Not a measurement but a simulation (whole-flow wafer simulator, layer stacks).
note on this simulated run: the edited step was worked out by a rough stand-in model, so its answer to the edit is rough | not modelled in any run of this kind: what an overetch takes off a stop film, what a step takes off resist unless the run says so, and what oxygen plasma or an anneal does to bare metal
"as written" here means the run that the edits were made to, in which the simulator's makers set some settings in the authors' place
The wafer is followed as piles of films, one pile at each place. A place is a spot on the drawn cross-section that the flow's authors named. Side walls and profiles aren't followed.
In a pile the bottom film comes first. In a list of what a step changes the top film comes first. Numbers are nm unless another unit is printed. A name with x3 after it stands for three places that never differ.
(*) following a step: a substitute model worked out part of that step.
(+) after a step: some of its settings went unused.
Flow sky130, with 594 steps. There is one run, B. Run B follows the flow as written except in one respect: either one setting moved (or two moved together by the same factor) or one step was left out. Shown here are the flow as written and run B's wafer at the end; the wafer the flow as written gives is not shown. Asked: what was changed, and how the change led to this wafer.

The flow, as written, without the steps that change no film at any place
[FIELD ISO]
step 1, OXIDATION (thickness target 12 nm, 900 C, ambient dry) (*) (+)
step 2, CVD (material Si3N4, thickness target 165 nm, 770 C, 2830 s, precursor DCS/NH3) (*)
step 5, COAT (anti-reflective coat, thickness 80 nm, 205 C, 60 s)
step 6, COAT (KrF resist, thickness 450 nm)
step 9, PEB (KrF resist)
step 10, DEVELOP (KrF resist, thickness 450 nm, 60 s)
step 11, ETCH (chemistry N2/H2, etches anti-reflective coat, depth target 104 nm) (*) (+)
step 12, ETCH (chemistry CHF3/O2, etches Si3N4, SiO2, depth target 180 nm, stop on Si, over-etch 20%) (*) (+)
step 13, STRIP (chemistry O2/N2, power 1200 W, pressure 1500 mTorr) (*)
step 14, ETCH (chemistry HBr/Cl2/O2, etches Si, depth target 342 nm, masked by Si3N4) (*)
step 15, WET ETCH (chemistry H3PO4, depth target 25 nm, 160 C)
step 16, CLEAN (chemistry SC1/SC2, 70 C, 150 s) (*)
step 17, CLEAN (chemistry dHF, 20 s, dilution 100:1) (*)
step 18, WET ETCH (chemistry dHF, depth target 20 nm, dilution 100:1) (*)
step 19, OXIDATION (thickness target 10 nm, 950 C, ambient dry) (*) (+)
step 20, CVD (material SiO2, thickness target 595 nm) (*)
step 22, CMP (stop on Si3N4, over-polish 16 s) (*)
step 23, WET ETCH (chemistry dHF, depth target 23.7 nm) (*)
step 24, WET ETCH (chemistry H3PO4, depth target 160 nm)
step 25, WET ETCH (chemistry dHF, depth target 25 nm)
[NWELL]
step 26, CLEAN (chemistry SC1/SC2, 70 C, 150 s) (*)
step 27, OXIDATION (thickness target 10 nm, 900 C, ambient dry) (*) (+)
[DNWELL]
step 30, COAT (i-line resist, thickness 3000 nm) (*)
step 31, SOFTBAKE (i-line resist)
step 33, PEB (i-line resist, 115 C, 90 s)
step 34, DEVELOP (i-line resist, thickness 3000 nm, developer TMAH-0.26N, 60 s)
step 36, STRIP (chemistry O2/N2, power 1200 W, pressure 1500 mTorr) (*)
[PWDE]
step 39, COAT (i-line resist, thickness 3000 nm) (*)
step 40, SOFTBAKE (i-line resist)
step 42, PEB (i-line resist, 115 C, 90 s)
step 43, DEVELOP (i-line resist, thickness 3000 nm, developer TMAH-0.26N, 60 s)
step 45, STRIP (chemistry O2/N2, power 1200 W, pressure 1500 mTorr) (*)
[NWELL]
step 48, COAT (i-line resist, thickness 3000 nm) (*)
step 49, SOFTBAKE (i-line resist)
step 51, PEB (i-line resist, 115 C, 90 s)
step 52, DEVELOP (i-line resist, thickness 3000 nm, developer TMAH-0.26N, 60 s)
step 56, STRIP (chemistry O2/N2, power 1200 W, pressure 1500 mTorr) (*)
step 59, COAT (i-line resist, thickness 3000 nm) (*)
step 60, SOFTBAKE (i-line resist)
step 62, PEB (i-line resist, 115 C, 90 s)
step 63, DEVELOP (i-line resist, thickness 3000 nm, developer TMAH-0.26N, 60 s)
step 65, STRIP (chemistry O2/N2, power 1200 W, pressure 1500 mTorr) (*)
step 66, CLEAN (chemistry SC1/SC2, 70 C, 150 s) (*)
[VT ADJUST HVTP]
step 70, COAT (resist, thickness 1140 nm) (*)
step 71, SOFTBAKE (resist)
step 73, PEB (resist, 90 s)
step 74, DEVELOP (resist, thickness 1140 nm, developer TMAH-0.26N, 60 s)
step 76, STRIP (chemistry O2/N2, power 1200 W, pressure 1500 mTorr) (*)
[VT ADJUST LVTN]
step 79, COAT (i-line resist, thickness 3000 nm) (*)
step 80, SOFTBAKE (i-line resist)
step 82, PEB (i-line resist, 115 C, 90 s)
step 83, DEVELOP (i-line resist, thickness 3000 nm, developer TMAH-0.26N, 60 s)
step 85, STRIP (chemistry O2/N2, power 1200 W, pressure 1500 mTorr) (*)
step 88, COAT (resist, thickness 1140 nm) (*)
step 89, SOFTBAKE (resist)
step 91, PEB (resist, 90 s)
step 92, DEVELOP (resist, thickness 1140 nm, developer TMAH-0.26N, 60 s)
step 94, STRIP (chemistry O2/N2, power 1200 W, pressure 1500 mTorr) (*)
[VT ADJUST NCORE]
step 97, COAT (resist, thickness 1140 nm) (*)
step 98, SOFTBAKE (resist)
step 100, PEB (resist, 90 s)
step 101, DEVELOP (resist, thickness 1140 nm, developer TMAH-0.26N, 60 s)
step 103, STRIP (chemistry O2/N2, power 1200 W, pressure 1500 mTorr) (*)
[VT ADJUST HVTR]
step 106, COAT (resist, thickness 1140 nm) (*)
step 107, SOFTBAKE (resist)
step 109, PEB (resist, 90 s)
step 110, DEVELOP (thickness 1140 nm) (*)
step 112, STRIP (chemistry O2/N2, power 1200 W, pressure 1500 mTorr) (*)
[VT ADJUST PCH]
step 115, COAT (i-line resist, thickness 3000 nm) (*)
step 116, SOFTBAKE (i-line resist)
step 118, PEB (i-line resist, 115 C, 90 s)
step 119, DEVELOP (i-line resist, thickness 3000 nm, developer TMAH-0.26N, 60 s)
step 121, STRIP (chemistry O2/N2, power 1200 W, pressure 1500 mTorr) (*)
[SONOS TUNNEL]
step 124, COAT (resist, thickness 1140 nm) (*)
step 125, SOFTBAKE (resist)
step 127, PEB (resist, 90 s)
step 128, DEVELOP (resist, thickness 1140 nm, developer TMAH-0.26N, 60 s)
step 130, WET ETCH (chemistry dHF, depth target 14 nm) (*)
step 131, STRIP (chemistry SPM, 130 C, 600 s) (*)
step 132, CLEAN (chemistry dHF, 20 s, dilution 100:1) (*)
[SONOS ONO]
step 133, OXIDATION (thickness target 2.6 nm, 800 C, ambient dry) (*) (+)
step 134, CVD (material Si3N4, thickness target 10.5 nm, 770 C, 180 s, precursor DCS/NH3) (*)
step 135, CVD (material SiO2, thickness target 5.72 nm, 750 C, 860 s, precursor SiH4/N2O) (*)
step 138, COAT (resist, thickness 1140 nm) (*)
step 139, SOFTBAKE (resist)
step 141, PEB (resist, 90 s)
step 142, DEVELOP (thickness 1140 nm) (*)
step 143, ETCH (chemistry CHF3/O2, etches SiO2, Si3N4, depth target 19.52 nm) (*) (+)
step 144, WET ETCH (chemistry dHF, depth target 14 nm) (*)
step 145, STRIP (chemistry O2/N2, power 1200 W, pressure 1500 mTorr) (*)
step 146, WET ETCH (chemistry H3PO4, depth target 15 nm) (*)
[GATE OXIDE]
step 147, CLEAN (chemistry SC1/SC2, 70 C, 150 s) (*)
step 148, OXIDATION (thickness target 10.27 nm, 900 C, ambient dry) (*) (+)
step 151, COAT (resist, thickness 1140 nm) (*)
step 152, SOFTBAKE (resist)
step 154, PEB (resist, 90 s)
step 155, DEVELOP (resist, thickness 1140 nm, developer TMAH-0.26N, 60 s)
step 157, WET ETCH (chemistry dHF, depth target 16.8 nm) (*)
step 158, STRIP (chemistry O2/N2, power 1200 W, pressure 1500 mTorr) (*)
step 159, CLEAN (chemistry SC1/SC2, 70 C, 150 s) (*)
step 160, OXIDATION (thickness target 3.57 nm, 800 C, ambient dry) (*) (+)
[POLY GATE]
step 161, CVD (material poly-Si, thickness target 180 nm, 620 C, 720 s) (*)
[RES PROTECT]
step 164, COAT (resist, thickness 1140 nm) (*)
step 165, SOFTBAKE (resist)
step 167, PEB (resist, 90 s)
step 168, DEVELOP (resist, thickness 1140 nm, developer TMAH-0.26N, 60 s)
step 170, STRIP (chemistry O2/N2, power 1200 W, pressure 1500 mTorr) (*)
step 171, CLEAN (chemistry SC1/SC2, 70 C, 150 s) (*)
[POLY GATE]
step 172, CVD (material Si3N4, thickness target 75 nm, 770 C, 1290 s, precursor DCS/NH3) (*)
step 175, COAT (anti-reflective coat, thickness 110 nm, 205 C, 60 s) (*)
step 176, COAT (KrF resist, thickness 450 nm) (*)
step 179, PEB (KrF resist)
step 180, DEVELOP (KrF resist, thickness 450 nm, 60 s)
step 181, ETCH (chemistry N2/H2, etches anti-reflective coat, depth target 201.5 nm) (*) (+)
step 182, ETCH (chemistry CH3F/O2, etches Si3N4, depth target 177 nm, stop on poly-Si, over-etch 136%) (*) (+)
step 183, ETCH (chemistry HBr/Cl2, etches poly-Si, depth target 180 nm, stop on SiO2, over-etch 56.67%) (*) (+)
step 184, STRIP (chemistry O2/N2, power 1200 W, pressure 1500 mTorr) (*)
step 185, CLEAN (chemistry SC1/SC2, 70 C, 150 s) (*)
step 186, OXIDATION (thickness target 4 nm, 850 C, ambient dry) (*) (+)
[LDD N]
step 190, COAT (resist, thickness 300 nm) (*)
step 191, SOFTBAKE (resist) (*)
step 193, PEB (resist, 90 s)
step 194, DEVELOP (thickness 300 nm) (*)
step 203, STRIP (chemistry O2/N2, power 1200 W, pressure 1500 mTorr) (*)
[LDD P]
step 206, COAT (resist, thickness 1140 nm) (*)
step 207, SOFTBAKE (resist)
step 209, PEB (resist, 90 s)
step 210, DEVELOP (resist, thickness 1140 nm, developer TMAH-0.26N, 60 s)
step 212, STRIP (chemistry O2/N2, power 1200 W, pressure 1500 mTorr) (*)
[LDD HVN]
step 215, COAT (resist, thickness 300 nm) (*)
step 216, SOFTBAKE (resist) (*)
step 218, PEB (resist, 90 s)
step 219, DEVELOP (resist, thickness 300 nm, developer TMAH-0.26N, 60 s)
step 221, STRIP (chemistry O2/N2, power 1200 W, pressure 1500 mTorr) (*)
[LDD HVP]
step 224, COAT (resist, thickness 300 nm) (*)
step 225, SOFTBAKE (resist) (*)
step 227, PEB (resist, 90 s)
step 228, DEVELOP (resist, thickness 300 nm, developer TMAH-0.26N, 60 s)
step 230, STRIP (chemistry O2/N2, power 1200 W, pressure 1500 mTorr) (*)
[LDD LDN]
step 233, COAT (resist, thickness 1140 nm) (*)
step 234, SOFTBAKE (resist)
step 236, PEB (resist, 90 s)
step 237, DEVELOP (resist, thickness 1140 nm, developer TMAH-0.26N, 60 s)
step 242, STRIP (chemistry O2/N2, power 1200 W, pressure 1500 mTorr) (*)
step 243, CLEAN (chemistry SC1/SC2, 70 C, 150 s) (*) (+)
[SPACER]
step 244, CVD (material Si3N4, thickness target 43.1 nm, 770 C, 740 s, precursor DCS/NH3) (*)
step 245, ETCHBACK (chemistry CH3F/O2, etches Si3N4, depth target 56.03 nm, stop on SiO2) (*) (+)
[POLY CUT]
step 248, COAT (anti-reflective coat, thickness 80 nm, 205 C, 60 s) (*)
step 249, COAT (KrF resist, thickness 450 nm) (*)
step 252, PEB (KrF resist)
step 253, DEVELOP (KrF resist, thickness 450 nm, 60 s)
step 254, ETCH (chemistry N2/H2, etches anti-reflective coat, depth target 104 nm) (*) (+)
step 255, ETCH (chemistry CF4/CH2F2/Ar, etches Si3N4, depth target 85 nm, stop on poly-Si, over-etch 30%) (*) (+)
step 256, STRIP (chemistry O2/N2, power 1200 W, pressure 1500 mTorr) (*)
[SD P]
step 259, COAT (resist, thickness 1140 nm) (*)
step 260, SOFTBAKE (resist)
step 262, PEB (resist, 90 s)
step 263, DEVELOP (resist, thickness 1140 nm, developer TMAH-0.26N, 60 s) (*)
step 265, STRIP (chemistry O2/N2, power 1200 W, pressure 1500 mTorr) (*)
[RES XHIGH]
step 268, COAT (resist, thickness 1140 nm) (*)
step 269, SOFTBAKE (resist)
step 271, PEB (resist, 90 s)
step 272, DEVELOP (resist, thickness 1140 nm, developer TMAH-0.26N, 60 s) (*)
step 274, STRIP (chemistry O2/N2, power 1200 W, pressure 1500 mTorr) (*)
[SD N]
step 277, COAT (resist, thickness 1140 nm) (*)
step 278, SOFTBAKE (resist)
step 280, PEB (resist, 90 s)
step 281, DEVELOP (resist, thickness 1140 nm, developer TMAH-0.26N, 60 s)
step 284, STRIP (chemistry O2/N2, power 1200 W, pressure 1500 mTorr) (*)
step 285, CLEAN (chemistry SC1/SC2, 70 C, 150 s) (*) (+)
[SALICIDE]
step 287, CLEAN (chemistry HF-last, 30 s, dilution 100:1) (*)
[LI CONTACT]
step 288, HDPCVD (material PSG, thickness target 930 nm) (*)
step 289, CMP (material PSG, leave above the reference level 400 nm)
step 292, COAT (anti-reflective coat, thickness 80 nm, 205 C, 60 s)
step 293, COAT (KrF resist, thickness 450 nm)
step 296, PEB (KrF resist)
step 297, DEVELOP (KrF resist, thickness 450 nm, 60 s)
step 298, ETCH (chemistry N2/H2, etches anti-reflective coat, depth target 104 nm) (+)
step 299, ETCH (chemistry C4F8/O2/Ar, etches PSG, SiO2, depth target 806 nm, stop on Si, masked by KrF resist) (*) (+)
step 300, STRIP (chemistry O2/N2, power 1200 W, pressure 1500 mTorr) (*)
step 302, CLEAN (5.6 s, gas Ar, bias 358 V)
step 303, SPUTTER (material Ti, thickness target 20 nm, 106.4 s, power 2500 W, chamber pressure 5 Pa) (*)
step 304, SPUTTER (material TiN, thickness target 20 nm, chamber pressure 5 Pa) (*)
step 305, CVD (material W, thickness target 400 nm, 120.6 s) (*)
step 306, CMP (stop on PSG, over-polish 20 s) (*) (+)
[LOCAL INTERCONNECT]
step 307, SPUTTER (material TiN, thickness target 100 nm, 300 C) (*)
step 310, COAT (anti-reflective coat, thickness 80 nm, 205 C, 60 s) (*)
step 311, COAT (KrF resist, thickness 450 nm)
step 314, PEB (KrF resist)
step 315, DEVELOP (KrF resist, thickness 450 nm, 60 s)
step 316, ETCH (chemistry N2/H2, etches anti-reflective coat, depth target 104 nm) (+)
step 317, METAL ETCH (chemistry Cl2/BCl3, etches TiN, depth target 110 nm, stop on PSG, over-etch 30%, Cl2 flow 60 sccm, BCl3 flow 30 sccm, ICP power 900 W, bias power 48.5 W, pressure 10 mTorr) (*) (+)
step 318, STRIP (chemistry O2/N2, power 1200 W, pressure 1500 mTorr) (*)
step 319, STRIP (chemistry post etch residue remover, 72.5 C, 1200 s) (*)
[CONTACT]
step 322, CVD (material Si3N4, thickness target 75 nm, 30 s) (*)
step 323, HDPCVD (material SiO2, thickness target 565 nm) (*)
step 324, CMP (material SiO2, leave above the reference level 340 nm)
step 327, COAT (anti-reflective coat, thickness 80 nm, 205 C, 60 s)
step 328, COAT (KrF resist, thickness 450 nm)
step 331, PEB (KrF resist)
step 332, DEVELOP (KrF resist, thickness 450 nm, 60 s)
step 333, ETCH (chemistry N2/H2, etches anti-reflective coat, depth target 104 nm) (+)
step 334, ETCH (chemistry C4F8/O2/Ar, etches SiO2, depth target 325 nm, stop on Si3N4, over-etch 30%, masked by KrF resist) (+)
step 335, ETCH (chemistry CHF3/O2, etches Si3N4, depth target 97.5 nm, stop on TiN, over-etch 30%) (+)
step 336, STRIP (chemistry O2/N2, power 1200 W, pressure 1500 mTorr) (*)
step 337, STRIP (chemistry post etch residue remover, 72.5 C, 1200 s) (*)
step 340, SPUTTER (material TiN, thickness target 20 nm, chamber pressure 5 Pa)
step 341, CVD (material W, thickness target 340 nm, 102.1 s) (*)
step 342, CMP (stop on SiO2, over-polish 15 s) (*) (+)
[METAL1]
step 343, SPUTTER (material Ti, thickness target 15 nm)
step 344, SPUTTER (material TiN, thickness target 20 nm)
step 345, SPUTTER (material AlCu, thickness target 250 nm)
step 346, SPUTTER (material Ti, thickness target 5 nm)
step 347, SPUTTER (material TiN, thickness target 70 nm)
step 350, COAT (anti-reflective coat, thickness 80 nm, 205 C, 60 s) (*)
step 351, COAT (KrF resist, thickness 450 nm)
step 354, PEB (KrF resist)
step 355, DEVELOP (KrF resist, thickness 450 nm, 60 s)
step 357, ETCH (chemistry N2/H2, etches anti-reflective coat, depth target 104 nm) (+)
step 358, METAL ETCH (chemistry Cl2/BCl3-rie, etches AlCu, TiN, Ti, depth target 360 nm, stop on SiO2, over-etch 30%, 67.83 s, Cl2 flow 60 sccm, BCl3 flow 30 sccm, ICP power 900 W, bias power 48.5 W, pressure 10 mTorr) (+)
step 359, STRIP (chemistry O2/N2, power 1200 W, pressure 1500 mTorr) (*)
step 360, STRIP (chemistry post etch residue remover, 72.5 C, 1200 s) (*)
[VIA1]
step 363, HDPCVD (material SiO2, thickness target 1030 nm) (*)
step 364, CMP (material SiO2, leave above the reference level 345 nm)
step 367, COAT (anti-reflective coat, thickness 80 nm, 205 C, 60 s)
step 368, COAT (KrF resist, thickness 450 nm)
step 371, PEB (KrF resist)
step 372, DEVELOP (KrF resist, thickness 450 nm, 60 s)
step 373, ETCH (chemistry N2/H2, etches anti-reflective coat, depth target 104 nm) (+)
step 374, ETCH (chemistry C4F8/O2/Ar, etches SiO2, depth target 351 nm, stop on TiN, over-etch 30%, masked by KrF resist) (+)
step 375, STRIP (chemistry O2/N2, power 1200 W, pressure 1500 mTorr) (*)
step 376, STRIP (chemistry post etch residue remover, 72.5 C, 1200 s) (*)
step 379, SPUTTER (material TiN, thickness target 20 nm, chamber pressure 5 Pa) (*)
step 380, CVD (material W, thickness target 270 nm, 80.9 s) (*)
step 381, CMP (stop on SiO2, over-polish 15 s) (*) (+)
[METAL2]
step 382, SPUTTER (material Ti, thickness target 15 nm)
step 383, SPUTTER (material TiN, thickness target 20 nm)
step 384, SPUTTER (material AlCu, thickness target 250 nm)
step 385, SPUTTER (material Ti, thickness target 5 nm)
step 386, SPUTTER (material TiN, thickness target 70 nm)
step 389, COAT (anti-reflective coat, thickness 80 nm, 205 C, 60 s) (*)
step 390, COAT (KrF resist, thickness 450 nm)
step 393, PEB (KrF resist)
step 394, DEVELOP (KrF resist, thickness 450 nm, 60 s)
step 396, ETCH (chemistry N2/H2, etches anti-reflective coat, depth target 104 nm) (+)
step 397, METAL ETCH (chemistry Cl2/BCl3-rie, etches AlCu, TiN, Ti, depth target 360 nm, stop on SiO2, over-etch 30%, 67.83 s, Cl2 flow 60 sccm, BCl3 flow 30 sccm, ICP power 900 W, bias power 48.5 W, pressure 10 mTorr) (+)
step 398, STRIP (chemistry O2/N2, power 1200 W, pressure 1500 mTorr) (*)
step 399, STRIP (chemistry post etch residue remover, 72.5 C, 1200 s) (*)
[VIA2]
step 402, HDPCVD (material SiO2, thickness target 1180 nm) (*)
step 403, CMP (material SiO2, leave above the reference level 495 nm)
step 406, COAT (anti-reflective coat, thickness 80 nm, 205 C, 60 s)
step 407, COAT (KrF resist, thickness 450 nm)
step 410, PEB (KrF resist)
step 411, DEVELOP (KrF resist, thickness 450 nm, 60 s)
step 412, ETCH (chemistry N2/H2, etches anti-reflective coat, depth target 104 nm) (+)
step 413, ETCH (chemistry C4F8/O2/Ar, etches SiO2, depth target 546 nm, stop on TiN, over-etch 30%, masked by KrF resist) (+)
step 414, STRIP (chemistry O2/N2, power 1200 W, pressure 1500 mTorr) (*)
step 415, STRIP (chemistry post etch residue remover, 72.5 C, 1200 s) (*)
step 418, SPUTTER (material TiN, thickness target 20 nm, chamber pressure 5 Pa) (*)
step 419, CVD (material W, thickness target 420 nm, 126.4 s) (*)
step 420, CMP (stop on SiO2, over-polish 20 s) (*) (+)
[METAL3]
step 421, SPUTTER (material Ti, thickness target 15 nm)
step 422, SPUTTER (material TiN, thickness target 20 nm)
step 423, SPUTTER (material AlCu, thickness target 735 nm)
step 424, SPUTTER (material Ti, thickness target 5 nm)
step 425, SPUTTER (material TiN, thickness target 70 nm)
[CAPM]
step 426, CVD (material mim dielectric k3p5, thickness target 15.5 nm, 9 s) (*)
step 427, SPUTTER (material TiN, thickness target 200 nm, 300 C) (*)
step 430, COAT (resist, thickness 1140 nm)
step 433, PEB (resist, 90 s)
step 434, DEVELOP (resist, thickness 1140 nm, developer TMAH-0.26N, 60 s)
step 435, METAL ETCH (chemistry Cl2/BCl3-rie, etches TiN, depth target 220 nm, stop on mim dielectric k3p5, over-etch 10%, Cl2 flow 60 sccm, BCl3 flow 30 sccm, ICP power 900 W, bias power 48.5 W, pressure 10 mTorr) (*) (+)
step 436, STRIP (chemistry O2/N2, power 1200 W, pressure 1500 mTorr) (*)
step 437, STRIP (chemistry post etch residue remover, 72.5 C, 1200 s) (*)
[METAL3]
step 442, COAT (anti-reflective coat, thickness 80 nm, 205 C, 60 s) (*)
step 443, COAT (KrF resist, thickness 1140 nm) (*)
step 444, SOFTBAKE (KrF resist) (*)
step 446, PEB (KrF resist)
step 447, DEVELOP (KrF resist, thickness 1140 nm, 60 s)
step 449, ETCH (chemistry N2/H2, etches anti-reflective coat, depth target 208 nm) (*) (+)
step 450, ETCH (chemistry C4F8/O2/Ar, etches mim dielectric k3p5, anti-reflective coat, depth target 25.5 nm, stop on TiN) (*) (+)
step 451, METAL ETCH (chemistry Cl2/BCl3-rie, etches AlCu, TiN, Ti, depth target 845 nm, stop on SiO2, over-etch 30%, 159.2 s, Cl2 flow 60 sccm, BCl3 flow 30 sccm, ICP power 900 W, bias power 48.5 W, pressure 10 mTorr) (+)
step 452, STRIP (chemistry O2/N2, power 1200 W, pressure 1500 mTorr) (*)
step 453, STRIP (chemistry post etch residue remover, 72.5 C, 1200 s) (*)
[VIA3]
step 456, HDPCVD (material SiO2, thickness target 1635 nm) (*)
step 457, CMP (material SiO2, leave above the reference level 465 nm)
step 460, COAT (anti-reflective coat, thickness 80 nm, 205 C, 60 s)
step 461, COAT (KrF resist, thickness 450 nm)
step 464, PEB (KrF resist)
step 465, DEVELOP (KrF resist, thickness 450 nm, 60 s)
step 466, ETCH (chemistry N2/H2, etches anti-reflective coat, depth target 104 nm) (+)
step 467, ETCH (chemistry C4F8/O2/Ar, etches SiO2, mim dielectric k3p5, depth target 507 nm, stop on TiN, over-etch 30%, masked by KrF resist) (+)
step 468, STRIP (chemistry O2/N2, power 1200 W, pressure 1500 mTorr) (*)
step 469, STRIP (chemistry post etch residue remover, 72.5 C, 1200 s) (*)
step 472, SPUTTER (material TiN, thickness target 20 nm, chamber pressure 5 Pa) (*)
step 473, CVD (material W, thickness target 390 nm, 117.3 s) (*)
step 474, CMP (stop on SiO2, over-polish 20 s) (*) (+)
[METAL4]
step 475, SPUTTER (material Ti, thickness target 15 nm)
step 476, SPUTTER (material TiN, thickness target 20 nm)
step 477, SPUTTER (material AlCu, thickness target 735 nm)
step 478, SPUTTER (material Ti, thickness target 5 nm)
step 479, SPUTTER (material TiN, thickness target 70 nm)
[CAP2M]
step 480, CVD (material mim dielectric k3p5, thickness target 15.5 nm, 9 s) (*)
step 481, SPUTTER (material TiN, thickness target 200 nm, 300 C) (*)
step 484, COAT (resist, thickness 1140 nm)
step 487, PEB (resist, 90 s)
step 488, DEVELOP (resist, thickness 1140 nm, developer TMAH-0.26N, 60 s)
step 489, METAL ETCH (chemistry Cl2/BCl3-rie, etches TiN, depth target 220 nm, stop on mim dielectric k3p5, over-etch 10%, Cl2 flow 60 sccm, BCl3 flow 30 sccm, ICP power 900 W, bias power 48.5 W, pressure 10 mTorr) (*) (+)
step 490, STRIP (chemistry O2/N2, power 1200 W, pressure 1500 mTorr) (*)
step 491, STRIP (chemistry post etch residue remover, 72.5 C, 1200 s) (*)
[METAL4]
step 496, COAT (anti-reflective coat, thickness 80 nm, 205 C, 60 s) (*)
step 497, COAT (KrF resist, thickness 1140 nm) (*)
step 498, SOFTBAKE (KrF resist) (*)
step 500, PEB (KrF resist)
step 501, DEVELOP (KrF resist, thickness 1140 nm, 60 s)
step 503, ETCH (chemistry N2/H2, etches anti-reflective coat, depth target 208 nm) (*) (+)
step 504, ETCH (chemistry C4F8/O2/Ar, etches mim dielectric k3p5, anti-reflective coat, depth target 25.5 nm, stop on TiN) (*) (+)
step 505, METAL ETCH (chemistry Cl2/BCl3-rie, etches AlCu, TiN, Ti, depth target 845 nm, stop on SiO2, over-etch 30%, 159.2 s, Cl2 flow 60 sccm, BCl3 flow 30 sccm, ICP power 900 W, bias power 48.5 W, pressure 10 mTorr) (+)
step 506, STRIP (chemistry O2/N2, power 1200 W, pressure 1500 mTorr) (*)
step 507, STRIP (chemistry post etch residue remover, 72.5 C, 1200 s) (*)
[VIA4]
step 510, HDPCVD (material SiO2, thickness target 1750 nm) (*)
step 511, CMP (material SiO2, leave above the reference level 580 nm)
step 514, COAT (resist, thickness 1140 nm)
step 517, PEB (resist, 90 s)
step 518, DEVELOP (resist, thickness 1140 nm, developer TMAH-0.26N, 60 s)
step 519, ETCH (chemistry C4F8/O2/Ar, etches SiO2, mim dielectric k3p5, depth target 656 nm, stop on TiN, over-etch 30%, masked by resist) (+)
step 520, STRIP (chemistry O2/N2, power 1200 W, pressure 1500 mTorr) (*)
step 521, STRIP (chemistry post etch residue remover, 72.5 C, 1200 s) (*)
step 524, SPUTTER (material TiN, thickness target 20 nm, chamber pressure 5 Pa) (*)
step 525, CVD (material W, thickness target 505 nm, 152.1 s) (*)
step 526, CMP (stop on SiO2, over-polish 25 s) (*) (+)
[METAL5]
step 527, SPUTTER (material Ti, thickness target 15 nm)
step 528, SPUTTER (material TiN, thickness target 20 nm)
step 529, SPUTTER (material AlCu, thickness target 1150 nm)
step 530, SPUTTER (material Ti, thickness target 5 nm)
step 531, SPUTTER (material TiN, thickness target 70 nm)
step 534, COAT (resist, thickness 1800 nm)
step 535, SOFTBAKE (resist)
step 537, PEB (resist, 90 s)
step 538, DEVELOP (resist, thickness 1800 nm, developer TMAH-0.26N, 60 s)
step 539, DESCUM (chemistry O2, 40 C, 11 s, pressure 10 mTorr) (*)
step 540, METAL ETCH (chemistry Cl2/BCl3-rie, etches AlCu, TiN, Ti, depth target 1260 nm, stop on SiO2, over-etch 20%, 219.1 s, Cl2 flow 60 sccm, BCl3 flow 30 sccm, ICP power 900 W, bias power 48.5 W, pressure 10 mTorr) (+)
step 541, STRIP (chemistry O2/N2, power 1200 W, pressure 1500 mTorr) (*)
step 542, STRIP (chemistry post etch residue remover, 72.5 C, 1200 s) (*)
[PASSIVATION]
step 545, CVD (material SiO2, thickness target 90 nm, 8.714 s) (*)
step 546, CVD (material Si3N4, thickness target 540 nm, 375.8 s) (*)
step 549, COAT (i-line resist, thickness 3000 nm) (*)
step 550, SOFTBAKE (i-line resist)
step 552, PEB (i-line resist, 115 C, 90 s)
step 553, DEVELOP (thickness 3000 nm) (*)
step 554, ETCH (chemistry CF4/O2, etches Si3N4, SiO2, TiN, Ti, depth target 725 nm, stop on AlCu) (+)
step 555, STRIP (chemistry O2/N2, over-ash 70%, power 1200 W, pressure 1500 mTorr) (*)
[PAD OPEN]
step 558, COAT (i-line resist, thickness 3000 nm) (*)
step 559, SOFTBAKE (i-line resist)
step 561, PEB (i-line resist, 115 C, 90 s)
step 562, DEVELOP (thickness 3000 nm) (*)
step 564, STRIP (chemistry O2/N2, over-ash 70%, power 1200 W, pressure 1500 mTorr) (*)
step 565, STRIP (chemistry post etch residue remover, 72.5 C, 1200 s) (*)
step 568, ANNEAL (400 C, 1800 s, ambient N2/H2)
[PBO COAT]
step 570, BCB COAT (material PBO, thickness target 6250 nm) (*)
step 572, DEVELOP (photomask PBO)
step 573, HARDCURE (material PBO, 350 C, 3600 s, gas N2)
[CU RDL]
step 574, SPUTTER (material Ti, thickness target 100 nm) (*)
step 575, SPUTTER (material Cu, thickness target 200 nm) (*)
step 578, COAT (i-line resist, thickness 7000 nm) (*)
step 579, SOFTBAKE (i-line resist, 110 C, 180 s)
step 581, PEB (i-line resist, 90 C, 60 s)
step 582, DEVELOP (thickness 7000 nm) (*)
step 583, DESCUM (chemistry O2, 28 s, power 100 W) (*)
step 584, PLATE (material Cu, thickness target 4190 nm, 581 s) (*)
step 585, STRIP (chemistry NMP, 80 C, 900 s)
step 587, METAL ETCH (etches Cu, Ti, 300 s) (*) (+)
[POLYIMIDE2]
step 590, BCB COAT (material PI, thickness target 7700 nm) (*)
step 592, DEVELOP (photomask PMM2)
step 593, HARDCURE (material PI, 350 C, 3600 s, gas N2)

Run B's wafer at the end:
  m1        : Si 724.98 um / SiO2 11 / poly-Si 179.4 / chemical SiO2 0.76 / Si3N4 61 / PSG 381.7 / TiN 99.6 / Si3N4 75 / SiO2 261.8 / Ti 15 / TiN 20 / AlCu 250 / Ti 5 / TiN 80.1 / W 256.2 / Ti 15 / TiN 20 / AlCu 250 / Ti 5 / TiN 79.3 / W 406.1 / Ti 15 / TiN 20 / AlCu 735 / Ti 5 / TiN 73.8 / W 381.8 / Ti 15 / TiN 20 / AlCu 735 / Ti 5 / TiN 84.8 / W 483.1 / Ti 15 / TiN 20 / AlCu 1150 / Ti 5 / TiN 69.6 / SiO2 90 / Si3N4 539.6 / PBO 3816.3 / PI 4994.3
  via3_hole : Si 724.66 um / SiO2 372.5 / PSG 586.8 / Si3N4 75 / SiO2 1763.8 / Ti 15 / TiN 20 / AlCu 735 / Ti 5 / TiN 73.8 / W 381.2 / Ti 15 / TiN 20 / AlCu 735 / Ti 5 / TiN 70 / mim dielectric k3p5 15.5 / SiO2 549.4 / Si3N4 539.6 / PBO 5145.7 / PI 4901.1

What caused this: step 472, SPUTTER: thickness target 8 nm was run, while the flow as written has thickness target 20 nm.

The path from the change to this, step by step:
  step 472, SPUTTER (material TiN, thickness target 20 nm, chamber pressure 5 Pa) (*)
      field, active, n_well and 187 more: +8 TiN (new film) (as written it would have been: +20 TiN (new film))
      m1, via3_hole: +4.24 TiN (as written it would have been: +10.6 TiN)
  step 474, CMP (stop on SiO2, over-polish 20 s) (*) (+)
      field, active, n_well and 187 more: -390 W (all of it), -8 TiN (all of it), -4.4 SiO2 (as written it would have been: -390 W (all of it), -20 TiN (all of it), -4.4 SiO2)
      m1, via3_hole: -403 W (as written it would have been: -415 W)
